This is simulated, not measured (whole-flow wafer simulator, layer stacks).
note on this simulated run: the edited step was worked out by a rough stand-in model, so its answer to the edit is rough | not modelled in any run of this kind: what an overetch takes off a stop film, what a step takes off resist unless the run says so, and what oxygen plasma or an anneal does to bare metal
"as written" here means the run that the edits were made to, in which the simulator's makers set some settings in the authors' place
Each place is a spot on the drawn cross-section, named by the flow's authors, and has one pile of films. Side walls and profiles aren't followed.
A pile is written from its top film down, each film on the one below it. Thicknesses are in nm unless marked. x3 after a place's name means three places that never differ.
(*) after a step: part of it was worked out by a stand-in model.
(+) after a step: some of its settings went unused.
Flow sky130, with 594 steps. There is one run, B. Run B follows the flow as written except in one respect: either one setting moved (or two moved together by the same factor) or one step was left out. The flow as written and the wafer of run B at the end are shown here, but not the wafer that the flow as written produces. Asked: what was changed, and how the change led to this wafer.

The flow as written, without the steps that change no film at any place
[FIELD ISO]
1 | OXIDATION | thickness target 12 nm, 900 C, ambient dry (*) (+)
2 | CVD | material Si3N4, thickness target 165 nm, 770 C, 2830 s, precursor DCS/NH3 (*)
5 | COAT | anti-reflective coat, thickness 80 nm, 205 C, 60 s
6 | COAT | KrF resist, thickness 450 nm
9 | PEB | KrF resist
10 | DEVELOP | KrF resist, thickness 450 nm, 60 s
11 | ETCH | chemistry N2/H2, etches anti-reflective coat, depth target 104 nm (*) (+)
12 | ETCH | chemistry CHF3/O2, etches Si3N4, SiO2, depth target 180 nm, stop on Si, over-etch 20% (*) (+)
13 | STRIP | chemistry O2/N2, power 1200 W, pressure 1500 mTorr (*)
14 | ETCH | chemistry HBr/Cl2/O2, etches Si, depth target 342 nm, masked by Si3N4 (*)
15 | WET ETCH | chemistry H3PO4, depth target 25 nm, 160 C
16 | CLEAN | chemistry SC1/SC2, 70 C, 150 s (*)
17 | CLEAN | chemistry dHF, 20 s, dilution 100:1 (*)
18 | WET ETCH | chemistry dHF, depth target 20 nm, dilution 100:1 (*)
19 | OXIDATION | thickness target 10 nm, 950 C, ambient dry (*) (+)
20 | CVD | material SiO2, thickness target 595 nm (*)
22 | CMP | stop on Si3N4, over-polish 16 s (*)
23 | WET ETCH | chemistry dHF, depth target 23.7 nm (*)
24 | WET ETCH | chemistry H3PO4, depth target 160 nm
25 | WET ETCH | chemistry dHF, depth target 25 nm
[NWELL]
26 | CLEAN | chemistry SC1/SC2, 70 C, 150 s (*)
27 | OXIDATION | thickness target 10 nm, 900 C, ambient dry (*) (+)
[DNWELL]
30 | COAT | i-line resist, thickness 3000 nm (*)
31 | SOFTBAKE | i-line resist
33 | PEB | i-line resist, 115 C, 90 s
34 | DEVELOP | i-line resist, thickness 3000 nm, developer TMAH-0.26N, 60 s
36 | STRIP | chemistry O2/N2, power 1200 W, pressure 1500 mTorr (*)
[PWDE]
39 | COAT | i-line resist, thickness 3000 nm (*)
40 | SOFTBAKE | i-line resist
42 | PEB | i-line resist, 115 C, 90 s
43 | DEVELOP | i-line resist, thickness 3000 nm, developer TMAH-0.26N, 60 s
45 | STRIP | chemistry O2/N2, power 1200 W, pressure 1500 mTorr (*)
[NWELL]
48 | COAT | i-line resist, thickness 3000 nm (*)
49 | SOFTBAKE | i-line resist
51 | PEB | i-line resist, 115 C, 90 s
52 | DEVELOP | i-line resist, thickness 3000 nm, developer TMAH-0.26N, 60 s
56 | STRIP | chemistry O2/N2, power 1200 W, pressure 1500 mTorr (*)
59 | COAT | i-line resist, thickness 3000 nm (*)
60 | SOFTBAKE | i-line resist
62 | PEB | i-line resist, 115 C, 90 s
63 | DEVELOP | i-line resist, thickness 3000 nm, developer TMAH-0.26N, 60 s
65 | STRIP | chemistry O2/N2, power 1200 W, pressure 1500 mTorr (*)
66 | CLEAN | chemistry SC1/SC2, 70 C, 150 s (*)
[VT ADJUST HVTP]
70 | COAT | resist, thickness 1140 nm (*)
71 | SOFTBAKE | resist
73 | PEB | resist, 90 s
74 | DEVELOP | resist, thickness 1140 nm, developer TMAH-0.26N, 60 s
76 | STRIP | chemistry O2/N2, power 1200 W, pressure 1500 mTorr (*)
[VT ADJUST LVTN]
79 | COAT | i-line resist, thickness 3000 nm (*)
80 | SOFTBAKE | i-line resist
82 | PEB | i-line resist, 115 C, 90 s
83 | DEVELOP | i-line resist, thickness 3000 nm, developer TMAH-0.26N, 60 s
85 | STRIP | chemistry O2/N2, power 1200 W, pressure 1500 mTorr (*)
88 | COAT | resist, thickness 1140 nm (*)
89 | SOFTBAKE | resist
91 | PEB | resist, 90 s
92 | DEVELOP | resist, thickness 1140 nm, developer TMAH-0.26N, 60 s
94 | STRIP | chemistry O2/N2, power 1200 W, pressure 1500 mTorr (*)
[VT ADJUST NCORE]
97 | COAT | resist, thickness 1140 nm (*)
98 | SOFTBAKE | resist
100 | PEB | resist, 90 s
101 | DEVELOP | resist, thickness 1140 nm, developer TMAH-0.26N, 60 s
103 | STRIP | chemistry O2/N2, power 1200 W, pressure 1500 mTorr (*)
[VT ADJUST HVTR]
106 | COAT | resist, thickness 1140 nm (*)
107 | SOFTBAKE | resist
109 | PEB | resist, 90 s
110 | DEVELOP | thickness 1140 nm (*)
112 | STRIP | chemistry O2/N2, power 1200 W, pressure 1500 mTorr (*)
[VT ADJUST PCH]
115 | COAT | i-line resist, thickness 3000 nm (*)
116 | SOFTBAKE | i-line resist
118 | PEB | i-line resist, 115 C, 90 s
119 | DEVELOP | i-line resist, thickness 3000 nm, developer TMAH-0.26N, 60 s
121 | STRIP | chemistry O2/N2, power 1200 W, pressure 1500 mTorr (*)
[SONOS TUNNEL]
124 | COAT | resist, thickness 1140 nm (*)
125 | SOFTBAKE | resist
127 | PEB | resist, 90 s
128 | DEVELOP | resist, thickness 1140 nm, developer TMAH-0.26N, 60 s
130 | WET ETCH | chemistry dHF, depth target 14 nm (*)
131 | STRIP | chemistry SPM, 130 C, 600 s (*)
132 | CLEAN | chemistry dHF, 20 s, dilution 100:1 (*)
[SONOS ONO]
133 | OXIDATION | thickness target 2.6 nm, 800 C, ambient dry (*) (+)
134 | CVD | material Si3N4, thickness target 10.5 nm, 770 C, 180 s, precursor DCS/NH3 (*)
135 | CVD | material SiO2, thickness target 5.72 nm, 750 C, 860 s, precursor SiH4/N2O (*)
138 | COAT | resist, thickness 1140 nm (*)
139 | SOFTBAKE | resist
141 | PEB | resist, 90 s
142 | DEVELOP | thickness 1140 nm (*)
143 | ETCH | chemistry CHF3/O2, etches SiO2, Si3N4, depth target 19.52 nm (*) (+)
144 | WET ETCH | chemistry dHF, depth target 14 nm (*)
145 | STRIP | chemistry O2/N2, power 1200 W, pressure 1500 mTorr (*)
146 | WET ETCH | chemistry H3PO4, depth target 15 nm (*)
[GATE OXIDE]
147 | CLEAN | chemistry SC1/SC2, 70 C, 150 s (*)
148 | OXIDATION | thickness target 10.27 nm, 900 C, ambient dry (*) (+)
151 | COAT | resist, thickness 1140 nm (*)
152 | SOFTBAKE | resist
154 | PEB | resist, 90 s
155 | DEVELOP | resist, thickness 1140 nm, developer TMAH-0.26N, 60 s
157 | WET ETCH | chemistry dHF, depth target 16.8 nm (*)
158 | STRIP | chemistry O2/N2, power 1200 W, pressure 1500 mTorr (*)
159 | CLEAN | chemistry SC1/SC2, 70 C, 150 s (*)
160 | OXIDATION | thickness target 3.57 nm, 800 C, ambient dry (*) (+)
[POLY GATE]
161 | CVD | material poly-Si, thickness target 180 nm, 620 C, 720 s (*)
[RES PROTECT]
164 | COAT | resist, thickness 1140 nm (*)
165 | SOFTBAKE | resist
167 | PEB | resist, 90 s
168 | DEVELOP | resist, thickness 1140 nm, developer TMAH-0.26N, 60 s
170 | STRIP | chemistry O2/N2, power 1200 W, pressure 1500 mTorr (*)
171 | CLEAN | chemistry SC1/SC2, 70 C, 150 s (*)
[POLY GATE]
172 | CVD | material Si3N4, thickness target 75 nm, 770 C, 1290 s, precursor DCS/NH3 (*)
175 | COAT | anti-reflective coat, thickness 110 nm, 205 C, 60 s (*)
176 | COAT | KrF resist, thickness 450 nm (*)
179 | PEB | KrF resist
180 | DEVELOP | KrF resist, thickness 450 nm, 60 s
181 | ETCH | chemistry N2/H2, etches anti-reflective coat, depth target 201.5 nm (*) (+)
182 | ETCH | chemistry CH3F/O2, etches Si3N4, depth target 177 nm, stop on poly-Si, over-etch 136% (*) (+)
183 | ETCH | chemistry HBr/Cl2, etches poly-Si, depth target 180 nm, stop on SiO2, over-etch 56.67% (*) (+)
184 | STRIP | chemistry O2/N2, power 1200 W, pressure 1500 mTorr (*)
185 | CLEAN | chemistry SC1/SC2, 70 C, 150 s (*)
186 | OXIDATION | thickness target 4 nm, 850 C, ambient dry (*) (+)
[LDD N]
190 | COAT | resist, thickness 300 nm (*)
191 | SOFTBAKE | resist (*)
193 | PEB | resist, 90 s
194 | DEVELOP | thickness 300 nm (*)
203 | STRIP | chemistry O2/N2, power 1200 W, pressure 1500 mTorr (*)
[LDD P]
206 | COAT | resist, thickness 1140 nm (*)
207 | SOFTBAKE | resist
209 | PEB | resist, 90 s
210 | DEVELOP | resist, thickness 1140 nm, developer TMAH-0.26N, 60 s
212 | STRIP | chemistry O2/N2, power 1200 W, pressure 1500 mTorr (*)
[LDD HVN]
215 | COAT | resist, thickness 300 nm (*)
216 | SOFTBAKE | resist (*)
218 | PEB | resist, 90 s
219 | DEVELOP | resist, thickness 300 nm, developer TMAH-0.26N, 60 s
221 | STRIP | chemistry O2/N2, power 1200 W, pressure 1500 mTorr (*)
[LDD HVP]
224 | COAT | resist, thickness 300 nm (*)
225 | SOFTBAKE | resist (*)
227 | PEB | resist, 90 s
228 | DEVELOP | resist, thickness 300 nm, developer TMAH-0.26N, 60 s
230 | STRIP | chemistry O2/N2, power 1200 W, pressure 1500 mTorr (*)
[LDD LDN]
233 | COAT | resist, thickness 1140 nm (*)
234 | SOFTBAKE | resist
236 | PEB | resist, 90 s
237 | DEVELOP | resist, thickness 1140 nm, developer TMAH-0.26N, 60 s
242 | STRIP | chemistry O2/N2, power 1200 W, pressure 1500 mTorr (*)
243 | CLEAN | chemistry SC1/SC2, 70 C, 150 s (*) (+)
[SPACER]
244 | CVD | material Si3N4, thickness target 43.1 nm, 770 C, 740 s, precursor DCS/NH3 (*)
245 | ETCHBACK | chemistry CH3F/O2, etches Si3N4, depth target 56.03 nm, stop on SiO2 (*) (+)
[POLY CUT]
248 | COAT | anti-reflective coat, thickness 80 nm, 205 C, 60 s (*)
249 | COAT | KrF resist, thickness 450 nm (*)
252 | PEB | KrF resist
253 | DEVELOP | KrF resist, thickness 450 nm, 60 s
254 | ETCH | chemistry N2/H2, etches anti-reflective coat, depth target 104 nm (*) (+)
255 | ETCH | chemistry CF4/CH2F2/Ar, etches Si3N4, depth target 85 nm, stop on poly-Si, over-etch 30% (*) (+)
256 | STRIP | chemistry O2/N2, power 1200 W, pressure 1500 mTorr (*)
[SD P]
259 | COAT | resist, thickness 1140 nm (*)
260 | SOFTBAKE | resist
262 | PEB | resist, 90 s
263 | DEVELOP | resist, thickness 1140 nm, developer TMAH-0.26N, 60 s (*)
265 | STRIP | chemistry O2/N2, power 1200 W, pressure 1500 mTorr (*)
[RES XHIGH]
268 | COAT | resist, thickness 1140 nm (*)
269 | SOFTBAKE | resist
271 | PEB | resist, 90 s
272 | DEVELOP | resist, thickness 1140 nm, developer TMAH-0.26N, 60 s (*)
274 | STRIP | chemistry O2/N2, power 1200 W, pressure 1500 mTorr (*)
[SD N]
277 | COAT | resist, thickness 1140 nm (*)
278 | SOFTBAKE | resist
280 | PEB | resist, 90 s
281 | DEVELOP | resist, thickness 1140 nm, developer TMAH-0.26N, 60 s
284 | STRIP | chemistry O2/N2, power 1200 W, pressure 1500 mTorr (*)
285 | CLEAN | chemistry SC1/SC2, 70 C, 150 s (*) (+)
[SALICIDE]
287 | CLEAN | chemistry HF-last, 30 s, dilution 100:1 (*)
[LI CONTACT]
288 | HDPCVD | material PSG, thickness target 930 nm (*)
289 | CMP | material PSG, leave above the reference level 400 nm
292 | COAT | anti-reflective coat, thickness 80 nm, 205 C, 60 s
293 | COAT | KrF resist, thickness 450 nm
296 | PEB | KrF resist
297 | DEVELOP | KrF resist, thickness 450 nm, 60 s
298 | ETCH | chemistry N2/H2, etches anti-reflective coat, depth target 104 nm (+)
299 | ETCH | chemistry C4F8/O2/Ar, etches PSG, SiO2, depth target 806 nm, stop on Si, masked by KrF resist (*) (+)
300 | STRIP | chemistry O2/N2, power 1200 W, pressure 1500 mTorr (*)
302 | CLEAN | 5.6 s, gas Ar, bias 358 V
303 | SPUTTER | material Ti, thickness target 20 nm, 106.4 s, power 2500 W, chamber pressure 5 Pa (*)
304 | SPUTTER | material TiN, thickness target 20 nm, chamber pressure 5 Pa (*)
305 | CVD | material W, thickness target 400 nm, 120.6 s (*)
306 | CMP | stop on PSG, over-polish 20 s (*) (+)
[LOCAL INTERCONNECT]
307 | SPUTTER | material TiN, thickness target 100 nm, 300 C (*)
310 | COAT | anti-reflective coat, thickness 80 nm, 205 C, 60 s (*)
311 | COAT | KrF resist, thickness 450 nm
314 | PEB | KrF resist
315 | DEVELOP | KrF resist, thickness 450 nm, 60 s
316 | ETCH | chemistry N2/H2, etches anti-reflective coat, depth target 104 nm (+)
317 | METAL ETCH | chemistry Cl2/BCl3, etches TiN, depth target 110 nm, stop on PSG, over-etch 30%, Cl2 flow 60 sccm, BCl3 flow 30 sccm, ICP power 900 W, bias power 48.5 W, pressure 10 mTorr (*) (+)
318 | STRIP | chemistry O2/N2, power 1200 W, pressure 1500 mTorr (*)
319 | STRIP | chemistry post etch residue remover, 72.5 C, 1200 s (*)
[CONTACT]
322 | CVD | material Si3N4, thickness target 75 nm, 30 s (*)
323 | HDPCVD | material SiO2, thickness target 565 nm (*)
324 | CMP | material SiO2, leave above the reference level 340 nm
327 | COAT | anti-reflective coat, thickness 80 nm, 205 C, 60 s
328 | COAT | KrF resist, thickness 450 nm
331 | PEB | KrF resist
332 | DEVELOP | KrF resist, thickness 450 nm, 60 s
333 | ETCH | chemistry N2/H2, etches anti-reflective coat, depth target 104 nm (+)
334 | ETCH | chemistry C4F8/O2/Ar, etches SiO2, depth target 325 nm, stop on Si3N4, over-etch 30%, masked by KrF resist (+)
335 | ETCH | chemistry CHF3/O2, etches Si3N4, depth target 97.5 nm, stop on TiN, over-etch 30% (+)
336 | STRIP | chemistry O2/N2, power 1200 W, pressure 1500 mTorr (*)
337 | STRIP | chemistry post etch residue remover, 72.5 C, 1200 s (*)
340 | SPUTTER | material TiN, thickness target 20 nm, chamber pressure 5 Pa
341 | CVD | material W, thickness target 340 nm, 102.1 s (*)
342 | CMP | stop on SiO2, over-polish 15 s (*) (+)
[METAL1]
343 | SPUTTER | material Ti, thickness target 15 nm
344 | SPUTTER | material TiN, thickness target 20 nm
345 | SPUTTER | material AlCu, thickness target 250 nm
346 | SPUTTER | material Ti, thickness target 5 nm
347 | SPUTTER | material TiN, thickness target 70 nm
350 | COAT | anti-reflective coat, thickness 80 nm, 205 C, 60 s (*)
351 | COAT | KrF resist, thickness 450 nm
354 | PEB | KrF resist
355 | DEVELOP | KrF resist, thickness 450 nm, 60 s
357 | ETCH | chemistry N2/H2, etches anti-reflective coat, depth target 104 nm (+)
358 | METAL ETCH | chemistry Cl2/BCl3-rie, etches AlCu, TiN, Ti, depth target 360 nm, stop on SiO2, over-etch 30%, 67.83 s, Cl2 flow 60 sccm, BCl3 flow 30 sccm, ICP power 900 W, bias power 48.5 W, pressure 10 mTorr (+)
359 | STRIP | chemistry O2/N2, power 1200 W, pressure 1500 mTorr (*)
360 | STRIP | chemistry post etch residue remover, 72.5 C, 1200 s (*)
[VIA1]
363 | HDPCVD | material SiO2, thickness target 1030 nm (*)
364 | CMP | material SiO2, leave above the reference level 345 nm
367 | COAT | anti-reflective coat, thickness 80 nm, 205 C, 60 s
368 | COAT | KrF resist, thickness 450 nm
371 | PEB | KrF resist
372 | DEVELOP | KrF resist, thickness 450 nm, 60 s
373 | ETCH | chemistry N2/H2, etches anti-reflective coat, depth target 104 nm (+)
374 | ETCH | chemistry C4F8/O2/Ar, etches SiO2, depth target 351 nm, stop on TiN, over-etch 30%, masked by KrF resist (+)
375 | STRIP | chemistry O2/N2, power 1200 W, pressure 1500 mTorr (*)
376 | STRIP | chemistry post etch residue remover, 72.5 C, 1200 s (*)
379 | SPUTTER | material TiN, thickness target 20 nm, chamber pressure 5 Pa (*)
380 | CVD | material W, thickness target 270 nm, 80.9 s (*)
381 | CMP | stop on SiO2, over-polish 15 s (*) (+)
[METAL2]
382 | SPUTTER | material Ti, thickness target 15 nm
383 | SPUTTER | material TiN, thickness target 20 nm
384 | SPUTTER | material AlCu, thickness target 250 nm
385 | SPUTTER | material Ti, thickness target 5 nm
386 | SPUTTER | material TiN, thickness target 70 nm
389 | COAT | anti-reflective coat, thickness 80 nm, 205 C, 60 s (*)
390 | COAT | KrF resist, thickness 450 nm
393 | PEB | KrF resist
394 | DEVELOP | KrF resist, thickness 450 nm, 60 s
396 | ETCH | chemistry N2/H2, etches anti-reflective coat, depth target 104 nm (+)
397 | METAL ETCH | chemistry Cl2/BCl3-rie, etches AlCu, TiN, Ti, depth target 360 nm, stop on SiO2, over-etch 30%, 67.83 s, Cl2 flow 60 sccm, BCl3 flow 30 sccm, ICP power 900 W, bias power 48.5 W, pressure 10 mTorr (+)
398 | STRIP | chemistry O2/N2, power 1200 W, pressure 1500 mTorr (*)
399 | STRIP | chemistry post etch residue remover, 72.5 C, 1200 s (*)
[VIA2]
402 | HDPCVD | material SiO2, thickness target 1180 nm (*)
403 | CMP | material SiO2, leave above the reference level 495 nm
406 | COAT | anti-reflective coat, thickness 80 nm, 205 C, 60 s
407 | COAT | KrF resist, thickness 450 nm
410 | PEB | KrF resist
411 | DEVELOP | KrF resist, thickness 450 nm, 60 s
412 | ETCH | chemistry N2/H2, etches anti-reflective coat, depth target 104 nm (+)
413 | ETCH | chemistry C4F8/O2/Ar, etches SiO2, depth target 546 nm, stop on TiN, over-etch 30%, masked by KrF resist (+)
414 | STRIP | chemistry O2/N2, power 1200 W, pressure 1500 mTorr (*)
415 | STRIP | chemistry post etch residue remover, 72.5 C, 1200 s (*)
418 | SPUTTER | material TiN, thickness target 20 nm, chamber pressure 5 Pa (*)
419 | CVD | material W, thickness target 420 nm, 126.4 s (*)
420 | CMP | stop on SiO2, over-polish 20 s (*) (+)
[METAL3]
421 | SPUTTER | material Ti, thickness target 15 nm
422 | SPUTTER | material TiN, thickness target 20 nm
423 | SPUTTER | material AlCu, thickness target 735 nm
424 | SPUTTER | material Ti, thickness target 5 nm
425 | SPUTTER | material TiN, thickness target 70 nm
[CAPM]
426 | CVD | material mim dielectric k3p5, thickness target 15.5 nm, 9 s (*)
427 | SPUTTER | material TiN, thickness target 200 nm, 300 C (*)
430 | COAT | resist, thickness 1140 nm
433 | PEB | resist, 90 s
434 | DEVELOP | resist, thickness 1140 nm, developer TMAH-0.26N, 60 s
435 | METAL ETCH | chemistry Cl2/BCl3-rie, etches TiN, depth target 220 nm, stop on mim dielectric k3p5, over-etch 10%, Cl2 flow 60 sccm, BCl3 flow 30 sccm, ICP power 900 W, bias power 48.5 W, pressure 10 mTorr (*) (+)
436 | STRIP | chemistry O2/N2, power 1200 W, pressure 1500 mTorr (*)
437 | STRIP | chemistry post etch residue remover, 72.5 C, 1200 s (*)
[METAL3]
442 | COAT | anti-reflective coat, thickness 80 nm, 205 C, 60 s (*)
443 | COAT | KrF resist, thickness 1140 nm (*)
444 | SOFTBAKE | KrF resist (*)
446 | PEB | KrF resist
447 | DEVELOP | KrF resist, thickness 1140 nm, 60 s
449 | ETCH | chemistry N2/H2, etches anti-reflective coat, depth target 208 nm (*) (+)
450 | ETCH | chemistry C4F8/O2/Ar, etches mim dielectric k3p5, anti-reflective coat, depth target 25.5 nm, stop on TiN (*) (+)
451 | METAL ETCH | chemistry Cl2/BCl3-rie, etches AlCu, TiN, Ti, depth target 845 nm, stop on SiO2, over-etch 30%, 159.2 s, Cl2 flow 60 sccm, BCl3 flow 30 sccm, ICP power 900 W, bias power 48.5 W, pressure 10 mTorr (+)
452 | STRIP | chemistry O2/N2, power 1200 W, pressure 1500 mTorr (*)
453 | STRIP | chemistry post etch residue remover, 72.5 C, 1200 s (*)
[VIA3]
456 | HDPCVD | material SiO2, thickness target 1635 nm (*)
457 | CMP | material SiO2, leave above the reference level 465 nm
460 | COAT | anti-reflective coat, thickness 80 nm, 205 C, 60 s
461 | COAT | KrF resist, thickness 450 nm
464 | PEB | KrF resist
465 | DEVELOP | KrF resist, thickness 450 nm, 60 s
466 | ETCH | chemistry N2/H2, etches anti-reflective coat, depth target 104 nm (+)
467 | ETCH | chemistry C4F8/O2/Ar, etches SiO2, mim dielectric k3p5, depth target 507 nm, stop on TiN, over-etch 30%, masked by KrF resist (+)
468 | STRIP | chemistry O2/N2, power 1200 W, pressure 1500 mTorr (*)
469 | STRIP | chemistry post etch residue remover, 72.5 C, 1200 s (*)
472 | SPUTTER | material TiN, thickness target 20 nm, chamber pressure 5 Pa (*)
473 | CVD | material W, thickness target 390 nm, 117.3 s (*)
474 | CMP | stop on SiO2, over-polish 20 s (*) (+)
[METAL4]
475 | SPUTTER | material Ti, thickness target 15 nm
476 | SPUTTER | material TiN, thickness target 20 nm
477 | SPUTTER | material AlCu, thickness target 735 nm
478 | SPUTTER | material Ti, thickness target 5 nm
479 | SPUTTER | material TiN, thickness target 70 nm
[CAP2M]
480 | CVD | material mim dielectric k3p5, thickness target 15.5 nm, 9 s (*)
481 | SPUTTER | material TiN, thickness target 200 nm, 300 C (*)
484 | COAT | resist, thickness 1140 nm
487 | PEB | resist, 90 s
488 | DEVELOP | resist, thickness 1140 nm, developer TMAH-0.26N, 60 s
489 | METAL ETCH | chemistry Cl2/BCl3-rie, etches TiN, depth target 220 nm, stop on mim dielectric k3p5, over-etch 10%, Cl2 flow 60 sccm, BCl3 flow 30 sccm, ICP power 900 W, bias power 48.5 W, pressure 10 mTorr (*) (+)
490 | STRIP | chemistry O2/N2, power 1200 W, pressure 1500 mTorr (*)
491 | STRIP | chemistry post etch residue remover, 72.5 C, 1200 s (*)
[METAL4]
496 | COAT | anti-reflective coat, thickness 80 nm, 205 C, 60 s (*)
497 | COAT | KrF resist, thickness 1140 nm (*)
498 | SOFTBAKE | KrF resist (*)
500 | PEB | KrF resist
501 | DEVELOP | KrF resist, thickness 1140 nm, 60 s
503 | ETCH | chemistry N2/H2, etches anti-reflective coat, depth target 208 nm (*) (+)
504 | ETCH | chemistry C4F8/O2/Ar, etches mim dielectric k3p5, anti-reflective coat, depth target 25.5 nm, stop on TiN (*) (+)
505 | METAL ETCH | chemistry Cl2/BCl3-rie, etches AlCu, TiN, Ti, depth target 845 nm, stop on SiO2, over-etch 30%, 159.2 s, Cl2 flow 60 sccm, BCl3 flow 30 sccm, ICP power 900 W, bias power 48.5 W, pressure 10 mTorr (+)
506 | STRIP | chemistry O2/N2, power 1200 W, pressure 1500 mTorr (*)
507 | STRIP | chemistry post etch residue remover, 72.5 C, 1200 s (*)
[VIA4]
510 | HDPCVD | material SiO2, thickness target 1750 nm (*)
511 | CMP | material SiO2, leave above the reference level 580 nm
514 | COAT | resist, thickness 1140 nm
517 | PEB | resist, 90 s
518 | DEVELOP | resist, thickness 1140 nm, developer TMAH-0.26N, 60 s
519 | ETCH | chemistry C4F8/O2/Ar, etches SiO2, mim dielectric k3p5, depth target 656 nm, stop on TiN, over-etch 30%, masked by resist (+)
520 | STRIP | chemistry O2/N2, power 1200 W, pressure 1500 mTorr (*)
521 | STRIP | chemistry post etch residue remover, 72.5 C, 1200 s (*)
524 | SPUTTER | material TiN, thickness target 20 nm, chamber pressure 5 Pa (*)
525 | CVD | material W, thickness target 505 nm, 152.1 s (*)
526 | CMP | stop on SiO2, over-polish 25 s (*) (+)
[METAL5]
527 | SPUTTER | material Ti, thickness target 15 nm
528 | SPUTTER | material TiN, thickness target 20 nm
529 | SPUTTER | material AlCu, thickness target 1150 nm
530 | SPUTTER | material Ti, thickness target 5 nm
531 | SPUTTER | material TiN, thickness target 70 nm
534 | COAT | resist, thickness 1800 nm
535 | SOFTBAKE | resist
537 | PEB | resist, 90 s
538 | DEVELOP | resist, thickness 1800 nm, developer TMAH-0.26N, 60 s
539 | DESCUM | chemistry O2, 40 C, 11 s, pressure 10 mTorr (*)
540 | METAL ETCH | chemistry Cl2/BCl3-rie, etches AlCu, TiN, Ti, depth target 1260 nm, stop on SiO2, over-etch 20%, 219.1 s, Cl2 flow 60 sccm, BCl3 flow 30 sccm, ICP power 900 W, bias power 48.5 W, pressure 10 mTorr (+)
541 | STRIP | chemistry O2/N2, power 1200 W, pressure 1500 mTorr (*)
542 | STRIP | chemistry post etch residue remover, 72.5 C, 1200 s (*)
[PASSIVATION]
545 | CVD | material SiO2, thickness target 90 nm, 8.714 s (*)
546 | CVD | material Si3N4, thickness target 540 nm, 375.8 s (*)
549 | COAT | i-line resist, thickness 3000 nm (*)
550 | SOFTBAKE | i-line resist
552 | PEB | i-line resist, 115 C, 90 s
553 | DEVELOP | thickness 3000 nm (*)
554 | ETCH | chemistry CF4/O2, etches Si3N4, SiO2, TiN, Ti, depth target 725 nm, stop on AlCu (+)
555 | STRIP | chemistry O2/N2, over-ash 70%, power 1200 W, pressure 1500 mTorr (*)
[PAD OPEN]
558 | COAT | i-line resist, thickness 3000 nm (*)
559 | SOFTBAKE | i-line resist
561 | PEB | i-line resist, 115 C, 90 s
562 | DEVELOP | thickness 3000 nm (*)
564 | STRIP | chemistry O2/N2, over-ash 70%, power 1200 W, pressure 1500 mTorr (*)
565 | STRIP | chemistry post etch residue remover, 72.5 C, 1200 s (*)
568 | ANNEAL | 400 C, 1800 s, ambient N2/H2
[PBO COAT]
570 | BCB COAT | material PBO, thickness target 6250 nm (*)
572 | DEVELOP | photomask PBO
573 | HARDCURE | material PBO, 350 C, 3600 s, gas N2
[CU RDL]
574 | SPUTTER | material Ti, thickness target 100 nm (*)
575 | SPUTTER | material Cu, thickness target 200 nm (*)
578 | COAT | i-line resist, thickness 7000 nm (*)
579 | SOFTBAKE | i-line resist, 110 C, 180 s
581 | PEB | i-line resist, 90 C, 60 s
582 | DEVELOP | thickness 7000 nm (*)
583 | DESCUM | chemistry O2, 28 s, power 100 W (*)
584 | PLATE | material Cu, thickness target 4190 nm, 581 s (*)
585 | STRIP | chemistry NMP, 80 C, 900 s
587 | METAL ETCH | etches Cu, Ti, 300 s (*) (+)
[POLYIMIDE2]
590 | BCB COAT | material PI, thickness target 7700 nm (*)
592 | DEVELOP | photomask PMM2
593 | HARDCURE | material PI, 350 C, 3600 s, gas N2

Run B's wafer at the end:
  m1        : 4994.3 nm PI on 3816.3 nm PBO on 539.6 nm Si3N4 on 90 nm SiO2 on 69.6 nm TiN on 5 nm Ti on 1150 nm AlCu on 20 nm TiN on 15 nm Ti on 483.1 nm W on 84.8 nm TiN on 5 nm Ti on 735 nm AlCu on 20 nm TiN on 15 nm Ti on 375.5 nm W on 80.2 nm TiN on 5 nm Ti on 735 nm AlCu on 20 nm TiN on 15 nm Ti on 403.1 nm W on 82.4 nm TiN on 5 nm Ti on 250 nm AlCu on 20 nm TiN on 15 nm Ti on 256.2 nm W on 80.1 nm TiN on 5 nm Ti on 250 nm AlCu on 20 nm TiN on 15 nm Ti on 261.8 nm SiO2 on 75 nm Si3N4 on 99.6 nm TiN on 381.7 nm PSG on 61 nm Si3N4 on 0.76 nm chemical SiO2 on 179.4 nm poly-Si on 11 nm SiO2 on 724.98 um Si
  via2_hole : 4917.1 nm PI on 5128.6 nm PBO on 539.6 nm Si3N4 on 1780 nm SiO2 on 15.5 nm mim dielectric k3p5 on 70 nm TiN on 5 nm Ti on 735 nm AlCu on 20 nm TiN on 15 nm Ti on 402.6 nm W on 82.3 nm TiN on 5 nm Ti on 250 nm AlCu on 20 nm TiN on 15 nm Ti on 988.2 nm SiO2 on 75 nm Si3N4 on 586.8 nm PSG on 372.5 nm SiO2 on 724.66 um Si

Cause: step 418, SPUTTER: thickness target 26 nm was run, though the flow has thickness target 20 nm.

The path from the change to this, step by step:
  418 | SPUTTER | material TiN, thickness target 20 nm, chamber pressure 5 Pa (*)
      field, active, n_well and 186 more: TiN gains 26 (new film) (it would be, as written: TiN gains 20 (new film))
      m1, via2_hole: TiN gains 13.2 (it would be, as written: TiN gains 10.2)
  420 | CMP | stop on SiO2, over-polish 20 s (*) (+)
      field, active, n_well and 186 more: W loses 420 (all of it), TiN loses 26 (all of it), SiO2 loses 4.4 (it would be, as written: W loses 420 (all of it), TiN loses 20 (all of it), SiO2 loses 4.4)
